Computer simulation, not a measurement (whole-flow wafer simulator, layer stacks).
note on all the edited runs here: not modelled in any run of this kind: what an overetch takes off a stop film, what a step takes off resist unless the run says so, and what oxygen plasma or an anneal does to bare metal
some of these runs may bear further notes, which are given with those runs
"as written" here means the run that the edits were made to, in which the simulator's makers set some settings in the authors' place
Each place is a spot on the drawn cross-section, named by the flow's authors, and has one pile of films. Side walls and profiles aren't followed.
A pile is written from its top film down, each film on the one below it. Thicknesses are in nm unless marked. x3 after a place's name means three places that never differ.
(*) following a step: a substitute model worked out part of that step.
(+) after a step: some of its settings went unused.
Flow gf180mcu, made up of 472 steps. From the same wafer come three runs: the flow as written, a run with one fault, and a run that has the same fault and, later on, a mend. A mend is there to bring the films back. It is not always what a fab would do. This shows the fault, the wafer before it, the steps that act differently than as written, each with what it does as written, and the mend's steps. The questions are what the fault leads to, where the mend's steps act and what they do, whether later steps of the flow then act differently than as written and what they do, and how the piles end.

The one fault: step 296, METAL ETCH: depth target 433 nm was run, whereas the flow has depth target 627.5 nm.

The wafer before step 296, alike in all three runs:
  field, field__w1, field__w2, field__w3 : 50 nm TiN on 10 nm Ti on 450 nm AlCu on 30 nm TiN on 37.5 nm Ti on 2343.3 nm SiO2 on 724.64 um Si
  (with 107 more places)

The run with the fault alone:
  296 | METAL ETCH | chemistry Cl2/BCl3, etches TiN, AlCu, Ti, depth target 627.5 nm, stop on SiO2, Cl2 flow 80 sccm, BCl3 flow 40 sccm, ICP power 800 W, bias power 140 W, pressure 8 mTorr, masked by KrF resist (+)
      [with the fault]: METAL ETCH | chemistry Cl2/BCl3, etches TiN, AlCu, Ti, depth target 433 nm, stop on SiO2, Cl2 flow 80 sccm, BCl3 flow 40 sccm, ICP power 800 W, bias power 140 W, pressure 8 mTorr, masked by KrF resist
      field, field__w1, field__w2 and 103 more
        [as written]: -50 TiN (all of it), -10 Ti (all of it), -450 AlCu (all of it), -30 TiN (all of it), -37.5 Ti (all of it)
        [with the fault]: -50 TiN (all of it), -10 Ti (all of it), -373 AlCu
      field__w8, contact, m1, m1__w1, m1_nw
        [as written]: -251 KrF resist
        [with the fault]: -173.2 KrF resist
  Steps further on in the flow that do not act as written:
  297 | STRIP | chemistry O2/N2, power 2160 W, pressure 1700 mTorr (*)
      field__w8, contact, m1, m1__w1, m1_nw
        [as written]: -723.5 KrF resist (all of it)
        [with the fault]: -801.3 KrF resist (all of it)
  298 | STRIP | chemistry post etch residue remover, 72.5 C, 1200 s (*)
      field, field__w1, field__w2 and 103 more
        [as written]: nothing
        [with the fault]: -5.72 AlCu
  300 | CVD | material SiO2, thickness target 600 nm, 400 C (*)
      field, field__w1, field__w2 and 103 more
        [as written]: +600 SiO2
        [with the fault]: +600 SiO2 (new film)
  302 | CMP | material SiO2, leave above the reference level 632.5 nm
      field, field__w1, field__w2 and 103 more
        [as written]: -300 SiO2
        [with the fault]: -438.8 SiO2
  At field, field__w1, field__w2 and 104 more, the piles at the end differ from the flow's by more than 2% or 0.5 nm, whichever is larger.
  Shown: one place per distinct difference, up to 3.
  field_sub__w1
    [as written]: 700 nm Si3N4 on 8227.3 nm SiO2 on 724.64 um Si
    [with the fault]: 700 nm Si3N4 on 5745.2 nm SiO2 on 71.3 nm AlCu on 30 nm TiN on 37.5 nm Ti on 2343.2 nm SiO2 on 724.64 um Si
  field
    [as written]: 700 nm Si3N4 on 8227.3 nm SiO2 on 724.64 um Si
    [with the fault]: 700 nm Si3N4 on 5745.2 nm SiO2 on 71.3 nm AlCu on 30 nm TiN on 37.5 nm Ti on 2343.3 nm SiO2 on 724.64 um Si
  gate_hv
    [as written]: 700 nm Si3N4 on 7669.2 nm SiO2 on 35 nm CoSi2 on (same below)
    [with the fault]: 700 nm Si3N4 on 5745.2 nm SiO2 on 71.3 nm AlCu on 30 nm TiN on 37.5 nm Ti on 1785.1 nm SiO2 on 35 nm CoSi2 on (same below)

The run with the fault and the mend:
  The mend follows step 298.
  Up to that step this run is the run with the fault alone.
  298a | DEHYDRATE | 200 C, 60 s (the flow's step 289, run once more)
      does not change any film at any place that is followed
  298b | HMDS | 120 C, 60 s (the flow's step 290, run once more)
      does not change any film at any place that is followed
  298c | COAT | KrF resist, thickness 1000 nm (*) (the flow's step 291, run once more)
      iso_ptap_pw, iso_ntap_nw, iso_nw_fld and 33 more
        +1000 KrF resist (new film)
      field_sub, field_sub__w1, field_sub__w2 and 19 more
        +1002.6 KrF resist (new film)
      field__w1, field__w13, p_well and 7 more
        +1002.9 KrF resist (new film)
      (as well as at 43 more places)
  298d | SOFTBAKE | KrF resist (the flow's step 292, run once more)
      does not change any film at any place that is followed
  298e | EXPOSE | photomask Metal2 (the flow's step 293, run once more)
      does not change any film at any place that is followed
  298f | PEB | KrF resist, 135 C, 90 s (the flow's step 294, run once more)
      field__w1, field__w2, field__w3 and 56 more
        -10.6 KrF resist
      iso_ptap_pw, iso_ntap_nw, iso_nw_fld and 33 more
        -10.5 KrF resist
      gate_hv, sd_p, nw_sep_fld, polyc_n, polyc_n_rim
        -10.7 KrF resist
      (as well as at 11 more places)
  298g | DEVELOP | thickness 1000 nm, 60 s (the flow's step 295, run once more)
      iso_ptap_pw, iso_ntap_nw, iso_nw_fld and 33 more
        -989.5 KrF resist (all of it)
      field__w6, field_sub, field_sub__w1 and 20 more
        -992 KrF resist (all of it)
      p_well, sti, spacer and 6 more
        -992.3 KrF resist (all of it)
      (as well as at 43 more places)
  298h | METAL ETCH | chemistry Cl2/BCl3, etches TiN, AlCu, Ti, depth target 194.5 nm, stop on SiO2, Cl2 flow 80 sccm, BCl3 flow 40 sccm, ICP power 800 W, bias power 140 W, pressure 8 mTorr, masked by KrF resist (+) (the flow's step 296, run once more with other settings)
      field, field__w1, field__w2 and 103 more
        -71.3 AlCu (all of it), -30 TiN (all of it), -37.5 Ti (all of it)
      field__w8, contact, m1, m1__w1, m1_nw
        -77.8 KrF resist
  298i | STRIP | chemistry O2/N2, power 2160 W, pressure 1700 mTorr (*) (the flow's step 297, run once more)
      field__w8
        -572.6 KrF resist (all of it)
      contact
        -570.7 KrF resist (all of it)
      m1
        -573.3 KrF resist (all of it)
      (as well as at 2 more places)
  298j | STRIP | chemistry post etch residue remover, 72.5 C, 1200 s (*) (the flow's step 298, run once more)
      field__w8, contact, m1, m1__w1, m1_nw
        -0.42 TiN
  None of the later steps of the flow differs from how it acts as written, at any place that is followed, by more than 2% or 0.5 nm, whichever is larger.
  At the end the piles are close to the flow's at the places that both follow, differing by at most 2% or 0.5 nm, whichever is larger.
